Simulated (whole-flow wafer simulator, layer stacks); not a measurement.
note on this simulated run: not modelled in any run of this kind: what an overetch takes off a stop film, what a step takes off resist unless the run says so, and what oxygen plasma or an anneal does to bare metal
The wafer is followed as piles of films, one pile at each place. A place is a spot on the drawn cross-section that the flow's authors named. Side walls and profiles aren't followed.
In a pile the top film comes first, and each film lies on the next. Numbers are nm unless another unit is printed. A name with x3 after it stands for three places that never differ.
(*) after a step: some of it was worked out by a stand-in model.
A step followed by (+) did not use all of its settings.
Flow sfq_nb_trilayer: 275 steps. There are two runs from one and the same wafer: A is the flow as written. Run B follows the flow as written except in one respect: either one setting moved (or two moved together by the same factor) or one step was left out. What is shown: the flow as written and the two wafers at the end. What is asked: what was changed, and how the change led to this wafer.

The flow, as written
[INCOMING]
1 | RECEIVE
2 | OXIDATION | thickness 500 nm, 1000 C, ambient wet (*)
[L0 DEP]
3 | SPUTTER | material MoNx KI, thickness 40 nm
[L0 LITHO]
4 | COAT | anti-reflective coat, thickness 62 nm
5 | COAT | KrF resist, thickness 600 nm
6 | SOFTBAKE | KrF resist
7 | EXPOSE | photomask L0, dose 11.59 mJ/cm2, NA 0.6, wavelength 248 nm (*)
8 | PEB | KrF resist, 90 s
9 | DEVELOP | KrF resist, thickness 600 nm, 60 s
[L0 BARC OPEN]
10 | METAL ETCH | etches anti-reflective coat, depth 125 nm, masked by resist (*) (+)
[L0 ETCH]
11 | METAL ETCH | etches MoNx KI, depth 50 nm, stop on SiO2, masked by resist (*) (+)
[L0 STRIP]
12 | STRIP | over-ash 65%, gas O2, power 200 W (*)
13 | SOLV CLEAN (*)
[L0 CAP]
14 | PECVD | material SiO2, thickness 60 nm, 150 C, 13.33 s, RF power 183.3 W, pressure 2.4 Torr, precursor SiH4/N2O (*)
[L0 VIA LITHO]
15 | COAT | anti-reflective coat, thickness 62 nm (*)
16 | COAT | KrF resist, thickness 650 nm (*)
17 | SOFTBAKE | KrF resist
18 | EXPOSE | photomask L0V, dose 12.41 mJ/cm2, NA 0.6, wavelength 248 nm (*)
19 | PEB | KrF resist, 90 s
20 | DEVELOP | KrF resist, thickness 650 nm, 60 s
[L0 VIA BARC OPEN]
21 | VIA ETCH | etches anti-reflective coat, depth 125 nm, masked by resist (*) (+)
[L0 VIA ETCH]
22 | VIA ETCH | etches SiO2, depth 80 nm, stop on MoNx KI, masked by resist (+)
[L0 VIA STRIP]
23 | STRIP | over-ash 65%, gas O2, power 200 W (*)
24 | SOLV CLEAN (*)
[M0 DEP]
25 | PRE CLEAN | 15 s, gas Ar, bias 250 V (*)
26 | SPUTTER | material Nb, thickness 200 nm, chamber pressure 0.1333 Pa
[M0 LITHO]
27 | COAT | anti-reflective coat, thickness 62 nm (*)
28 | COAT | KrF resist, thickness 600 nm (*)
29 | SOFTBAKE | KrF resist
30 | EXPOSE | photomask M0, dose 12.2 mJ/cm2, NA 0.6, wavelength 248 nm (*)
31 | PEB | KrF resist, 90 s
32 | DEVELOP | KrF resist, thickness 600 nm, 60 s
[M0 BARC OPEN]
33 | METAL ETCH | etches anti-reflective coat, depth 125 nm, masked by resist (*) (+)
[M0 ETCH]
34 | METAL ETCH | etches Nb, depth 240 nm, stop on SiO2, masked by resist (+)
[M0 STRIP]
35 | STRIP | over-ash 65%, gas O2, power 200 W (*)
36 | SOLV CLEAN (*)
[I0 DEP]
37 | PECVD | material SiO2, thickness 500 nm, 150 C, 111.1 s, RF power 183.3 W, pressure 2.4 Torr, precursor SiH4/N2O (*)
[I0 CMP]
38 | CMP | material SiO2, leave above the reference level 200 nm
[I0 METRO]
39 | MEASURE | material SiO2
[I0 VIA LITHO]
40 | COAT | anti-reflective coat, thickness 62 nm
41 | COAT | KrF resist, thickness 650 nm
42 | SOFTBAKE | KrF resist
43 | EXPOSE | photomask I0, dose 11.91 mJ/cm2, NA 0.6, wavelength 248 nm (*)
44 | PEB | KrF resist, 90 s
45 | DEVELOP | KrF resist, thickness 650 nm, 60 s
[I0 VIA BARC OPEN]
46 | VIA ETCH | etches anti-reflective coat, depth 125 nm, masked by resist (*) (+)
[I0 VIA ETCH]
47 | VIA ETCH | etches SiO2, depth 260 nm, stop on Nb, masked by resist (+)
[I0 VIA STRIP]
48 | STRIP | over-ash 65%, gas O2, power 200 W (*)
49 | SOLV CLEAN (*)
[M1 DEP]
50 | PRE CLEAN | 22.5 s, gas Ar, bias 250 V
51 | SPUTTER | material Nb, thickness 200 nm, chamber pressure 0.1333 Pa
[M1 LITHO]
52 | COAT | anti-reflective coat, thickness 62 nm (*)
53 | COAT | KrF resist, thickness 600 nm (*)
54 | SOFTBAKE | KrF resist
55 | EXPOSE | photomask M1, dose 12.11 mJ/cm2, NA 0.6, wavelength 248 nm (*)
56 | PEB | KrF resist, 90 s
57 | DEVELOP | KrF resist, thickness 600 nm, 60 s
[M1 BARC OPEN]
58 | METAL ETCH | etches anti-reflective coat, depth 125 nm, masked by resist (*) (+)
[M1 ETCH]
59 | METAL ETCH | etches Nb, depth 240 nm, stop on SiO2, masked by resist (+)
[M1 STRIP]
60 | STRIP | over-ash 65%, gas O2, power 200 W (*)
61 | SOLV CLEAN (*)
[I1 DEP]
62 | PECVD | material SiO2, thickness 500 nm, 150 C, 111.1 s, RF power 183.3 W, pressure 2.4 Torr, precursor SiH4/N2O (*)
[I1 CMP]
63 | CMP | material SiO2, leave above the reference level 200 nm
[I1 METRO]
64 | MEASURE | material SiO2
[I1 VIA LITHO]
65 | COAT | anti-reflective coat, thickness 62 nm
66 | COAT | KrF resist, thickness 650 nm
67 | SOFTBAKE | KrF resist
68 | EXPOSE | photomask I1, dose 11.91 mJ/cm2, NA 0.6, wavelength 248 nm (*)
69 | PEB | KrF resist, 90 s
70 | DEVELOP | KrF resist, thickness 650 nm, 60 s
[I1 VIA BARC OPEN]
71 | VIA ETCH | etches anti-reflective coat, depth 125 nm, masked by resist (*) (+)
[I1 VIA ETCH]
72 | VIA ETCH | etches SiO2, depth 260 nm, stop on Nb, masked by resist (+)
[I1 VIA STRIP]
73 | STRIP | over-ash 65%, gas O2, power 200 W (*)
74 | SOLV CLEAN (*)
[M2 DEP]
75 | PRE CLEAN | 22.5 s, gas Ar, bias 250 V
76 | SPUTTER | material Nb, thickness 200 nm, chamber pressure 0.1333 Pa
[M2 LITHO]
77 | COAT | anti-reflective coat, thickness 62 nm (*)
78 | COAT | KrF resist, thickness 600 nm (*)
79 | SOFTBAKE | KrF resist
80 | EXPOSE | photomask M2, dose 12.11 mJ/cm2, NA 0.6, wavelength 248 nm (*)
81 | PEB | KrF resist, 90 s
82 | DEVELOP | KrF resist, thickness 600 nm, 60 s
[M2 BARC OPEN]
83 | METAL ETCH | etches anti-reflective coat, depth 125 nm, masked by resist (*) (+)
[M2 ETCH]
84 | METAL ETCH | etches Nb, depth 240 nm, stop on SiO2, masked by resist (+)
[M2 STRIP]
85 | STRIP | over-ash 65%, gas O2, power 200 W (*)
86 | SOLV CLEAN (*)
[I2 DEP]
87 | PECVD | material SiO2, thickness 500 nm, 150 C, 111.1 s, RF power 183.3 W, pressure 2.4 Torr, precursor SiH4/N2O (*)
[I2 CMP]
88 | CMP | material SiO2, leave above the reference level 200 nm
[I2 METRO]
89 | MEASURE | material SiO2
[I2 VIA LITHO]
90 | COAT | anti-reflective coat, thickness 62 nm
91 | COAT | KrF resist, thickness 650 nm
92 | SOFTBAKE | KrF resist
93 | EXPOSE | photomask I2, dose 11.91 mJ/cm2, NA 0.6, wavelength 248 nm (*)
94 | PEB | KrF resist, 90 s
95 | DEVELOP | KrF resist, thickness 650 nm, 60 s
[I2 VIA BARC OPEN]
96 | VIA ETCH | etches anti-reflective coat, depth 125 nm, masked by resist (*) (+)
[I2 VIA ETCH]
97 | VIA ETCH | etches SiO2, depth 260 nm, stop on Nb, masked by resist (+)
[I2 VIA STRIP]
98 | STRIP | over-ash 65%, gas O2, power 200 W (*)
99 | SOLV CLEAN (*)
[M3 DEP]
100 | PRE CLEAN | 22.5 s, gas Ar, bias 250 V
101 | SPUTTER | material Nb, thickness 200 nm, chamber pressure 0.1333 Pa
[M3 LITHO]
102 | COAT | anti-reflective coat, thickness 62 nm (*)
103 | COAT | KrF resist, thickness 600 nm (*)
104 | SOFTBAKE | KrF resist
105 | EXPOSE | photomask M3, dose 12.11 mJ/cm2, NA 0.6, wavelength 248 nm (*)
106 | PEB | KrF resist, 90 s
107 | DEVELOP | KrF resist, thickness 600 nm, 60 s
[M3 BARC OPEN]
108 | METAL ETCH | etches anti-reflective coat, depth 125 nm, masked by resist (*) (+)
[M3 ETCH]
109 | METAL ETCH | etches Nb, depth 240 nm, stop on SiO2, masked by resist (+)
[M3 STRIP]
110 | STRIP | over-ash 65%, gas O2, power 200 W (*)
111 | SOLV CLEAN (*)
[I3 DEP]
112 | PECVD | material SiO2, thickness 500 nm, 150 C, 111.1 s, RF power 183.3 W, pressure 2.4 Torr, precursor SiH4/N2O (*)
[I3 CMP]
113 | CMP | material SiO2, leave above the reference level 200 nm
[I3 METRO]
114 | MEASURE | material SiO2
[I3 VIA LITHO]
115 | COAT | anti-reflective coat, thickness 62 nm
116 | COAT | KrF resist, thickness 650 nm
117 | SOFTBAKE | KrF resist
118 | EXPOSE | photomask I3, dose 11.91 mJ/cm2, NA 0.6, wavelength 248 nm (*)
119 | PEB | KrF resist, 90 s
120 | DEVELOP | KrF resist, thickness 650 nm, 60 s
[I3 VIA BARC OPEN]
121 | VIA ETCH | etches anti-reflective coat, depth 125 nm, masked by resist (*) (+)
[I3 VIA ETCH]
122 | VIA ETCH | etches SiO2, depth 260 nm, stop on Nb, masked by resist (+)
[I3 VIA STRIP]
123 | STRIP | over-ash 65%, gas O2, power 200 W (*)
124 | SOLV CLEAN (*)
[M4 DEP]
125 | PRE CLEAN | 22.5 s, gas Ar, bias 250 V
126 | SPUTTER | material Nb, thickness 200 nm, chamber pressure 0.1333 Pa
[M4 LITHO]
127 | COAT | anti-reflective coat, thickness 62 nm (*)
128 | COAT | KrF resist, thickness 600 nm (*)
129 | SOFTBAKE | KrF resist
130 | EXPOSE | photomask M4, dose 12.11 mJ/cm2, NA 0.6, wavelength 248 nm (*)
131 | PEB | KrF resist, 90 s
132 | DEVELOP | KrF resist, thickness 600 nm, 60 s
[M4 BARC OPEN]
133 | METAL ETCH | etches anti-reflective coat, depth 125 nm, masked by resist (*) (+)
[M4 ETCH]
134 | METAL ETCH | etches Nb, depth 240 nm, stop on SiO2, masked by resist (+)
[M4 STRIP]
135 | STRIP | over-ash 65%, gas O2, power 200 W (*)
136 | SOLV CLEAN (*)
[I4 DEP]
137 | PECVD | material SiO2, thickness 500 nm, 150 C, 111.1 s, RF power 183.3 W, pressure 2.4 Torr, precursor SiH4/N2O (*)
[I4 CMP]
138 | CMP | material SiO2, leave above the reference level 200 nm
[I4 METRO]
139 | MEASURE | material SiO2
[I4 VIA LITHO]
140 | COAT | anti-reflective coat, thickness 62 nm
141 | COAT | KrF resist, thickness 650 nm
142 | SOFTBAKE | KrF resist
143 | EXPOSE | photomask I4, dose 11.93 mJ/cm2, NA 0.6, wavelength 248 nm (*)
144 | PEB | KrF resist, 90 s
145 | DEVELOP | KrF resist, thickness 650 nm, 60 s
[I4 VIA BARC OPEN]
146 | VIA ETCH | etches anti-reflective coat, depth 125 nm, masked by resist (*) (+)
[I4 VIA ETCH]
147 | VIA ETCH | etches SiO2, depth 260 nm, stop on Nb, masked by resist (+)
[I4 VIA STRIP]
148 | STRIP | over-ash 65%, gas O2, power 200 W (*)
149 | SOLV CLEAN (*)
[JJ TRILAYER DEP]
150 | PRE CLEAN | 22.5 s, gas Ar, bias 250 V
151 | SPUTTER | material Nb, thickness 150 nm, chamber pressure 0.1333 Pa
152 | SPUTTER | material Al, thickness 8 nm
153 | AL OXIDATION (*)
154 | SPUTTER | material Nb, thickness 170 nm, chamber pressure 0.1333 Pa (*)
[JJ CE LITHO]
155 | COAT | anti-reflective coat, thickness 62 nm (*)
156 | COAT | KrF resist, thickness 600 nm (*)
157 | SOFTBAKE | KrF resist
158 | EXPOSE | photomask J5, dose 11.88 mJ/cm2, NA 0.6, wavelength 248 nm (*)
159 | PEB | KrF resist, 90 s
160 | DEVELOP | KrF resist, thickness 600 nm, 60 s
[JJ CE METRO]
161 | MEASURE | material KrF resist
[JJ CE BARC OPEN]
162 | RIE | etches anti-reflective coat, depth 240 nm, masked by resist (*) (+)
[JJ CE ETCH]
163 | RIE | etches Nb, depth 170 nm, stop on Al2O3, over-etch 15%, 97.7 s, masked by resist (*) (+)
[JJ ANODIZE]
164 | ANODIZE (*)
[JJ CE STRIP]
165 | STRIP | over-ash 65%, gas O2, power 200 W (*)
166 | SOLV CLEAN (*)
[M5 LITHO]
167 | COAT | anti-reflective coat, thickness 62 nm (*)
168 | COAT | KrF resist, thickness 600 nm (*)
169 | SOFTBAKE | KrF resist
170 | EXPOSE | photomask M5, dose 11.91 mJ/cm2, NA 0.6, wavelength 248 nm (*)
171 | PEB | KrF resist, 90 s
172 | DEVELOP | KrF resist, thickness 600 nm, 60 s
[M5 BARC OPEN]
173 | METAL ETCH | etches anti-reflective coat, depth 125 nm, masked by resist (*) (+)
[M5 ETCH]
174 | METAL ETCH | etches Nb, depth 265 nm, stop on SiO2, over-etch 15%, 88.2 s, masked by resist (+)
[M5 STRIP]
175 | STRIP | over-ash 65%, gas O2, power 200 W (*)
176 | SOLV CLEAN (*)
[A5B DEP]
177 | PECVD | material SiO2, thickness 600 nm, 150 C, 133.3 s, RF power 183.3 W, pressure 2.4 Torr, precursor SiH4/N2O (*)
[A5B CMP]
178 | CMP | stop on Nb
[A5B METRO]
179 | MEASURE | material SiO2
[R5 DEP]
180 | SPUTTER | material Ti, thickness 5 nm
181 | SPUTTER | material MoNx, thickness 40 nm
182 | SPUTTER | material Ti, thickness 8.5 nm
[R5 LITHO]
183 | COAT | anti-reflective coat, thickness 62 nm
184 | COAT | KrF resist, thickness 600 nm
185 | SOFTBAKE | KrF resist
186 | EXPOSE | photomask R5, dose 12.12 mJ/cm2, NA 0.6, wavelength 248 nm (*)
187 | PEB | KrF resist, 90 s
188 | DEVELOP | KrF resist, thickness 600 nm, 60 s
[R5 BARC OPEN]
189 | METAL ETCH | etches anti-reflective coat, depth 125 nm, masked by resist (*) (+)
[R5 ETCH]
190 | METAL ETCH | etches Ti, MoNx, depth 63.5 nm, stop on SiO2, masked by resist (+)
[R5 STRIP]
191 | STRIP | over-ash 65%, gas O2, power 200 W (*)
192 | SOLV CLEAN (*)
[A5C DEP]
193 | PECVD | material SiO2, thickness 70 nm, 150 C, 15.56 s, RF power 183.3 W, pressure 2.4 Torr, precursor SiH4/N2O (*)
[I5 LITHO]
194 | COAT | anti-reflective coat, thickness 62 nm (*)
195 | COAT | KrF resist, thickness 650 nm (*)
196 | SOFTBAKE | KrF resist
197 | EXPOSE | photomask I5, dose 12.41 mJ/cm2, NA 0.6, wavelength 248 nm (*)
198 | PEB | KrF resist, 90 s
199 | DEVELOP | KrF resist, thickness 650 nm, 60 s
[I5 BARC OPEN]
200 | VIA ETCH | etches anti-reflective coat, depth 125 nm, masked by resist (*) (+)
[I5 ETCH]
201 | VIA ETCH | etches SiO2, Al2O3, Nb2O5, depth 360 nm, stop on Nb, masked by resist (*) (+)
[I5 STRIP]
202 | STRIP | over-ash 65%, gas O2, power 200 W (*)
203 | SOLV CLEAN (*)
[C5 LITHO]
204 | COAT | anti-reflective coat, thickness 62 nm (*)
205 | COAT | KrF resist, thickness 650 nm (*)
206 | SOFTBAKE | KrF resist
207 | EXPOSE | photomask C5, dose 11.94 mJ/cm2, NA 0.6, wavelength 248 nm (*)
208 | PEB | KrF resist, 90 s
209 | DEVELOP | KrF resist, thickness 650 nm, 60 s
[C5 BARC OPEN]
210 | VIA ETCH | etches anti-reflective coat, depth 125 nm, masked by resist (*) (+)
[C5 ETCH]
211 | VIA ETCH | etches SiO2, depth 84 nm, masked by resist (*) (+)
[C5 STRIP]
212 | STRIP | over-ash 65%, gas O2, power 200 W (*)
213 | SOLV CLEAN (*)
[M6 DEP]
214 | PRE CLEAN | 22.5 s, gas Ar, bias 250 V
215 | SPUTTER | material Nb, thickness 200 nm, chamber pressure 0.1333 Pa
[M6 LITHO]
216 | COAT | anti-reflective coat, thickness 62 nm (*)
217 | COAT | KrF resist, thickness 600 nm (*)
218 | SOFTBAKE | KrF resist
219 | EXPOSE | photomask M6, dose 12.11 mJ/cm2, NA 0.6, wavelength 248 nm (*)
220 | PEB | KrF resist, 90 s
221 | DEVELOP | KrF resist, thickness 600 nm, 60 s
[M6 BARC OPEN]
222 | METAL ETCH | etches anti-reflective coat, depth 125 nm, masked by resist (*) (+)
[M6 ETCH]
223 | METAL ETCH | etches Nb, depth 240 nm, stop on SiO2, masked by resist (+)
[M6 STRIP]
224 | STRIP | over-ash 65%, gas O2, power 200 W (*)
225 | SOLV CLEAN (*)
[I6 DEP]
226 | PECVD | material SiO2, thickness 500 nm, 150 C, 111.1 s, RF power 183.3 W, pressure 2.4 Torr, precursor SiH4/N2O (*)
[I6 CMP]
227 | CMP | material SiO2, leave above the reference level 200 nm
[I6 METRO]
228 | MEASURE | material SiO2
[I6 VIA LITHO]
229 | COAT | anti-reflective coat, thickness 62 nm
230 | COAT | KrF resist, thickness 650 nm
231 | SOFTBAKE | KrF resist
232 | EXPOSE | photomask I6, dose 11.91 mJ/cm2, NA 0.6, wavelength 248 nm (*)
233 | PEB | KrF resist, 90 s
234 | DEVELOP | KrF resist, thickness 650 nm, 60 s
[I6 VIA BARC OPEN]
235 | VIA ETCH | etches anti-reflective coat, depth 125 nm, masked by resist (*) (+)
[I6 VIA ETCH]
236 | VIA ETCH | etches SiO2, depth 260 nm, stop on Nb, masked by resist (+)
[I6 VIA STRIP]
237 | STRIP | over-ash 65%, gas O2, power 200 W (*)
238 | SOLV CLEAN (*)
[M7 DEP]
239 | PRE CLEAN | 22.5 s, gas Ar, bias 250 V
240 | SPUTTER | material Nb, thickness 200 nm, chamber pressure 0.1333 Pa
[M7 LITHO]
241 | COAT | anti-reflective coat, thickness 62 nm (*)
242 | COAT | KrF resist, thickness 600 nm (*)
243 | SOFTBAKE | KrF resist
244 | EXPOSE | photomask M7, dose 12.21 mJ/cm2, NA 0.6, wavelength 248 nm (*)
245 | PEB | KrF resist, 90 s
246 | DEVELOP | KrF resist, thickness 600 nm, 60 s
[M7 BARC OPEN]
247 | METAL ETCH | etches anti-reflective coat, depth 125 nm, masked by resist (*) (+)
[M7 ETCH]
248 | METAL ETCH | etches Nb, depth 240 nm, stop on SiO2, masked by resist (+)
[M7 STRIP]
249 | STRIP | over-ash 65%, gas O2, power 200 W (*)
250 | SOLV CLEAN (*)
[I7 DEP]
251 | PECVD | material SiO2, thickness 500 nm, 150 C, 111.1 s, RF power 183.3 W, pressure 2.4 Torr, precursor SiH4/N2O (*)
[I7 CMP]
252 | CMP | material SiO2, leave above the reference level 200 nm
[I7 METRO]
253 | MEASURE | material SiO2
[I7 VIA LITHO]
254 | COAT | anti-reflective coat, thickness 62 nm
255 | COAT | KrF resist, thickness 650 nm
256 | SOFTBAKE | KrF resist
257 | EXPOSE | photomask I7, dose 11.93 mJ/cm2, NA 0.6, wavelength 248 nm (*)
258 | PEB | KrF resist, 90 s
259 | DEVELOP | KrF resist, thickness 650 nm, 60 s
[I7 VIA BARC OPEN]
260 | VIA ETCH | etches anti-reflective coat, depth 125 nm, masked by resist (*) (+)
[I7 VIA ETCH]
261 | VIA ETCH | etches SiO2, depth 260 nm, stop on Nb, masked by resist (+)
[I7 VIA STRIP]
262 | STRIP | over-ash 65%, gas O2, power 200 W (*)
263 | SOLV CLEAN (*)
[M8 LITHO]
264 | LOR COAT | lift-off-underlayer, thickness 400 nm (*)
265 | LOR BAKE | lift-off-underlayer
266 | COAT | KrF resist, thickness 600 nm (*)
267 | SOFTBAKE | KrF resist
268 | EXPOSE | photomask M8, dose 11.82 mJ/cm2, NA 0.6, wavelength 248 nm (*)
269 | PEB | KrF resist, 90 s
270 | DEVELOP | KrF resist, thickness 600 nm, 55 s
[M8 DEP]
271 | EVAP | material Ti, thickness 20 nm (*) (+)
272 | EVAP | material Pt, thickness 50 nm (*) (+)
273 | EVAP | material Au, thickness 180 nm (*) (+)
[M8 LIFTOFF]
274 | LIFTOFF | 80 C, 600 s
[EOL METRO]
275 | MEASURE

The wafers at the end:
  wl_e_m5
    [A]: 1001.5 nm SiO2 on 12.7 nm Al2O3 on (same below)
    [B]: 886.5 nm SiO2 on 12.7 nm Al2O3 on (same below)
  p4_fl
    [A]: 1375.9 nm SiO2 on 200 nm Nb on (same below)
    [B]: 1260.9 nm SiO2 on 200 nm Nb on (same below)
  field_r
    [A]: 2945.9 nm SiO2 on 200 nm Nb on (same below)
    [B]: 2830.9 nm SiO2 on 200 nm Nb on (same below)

What caused this: step 227, CMP: leave above the reference level 85 nm was run, though the flow has leave above the reference level 200 nm.

The path from the change to this, step by step:
  227 | CMP | material SiO2, leave above the reference level 200 nm
      field_l, p4_fl, p4_fm and 59 more: A SiO2 loses 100 | B SiO2 loses 215
      v_sur, via_wl, via_w and 15 more: A SiO2 loses 300 | B SiO2 loses 415
      (as well as at 26 more places)
  236 | VIA ETCH | etches SiO2, depth 260 nm, stop on Nb, masked by resist (+)
      field_l, v_sur, via_wl and 102 more: A KrF resist loses 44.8 | B KrF resist loses 21.9
      via_v: A SiO2 loses 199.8 (all of it) | B SiO2 loses 84.8 (all of it)
  237 | STRIP | over-ash 65%, gas O2, power 200 W (*)
      field_l, v_sur, via_wl and 102 more: A KrF resist loses 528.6 (all of it), anti-reflective coat loses 62 (all of it) | B KrF resist loses 551.5 (all of it), anti-reflective coat loses 62 (all of it)
  240 | SPUTTER | material Nb, thickness 200 nm, chamber pressure 0.1333 Pa
      via_v: A Nb gains 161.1 | B Nb gains 189.4
  241 | COAT | anti-reflective coat, thickness 62 nm (*)
      via_v: A anti-reflective coat gains 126 (new film) | B anti-reflective coat gains 99 (new film)
  242 | COAT | KrF resist, thickness 600 nm (*)
      via_v: A KrF resist gains 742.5 (new film) | B KrF resist gains 644.8 (new film)
  249 | STRIP | over-ash 65%, gas O2, power 200 W (*)
      via_sp: A KrF resist loses 373.6 (all of it), anti-reflective coat loses 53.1 (all of it) | B KrF resist loses 382.6 (all of it), anti-reflective coat loses 53.8 (all of it)
      via_v: A KrF resist loses 524.5 (all of it), anti-reflective coat loses 126 (all of it) | B KrF resist loses 427 (all of it), anti-reflective coat loses 99 (all of it)
      (as well as at 1 more place)
  251 | PECVD | material SiO2, thickness 500 nm, 150 C, 111.1 s, RF power 183.3 W, pressure 2.4 Torr, precursor SiH4/N2O (*)
      via_v: A SiO2 gains 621 (new film) | B SiO2 gains 500 (new film)
  252 | CMP | material SiO2, leave above the reference level 200 nm
      via_v: A SiO2 loses 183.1 | B SiO2 loses 205.5
